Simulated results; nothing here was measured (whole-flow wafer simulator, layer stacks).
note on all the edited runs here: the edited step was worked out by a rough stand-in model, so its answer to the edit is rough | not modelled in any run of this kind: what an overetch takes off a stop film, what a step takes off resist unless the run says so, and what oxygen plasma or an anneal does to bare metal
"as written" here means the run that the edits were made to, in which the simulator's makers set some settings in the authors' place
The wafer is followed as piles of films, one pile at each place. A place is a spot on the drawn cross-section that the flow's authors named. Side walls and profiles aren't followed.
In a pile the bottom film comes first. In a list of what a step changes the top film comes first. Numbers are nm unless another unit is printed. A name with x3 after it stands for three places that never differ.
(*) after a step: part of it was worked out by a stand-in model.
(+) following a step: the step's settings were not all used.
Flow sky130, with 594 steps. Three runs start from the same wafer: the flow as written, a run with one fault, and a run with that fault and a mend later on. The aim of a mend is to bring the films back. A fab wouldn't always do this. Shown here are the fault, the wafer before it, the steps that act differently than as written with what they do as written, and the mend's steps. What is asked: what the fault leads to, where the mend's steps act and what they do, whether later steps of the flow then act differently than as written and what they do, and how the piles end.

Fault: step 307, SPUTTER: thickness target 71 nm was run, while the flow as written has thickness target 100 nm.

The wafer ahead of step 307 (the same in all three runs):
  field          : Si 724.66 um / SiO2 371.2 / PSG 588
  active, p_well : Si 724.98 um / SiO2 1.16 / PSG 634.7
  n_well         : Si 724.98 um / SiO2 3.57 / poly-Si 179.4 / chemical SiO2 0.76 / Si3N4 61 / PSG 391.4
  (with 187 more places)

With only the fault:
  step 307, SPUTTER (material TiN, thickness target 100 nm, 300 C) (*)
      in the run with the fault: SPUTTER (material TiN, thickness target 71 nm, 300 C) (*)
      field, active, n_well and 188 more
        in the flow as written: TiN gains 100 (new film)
        in the run with the fault: TiN gains 71 (new film)
  Steps later in the flow that act otherwise than as written:
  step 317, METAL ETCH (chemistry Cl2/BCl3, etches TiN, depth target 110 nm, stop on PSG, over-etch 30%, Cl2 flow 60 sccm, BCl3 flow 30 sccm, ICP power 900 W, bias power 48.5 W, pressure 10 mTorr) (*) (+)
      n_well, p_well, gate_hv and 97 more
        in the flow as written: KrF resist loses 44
        in the run with the fault: KrF resist loses 36.2
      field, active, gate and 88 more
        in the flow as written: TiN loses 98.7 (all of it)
        in the run with the fault: TiN loses 69.7 (all of it)
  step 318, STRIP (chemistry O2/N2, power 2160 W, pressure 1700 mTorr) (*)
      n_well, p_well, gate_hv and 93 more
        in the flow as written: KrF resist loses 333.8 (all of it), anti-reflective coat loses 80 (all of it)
        in the run with the fault: KrF resist loses 341.6 (all of it), anti-reflective coat loses 80 (all of it)
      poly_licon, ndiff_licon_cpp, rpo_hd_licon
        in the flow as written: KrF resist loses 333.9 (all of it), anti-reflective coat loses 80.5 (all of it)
        in the run with the fault: KrF resist loses 341.6 (all of it), anti-reflective coat loses 80.5 (all of it)
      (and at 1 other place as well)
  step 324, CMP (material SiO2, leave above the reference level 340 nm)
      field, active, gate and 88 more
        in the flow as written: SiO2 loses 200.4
        in the run with the fault: SiO2 loses 229.4
  At n_well, p_well, gate_hv and 110 more, the piles at the end differ from the flow's by more than 2% or 0.5 nm, whichever is larger.
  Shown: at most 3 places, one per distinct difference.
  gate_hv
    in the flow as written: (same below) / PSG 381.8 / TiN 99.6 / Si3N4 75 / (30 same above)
    in the run with the fault: (same below) / PSG 381.8 / TiN 70.6 / Si3N4 75 / (30 same above)
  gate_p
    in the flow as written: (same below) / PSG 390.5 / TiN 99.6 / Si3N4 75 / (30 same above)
    in the run with the fault: (same below) / PSG 390.5 / TiN 70.6 / Si3N4 75 / (30 same above)
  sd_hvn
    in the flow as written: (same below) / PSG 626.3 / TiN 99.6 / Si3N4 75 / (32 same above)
    in the run with the fault: (same below) / PSG 626.3 / TiN 70.6 / Si3N4 75 / (32 same above)

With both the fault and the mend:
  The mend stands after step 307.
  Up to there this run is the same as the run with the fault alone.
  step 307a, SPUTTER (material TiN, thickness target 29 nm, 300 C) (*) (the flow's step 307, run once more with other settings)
      field, active, n_well and 188 more
        TiN gains 29
  None of the later steps of the flow differs from how it acts as written, at any place that is followed, by more than 2% or 0.5 nm, whichever is larger.
  At every place that both follow, the piles at the end match the flow's.
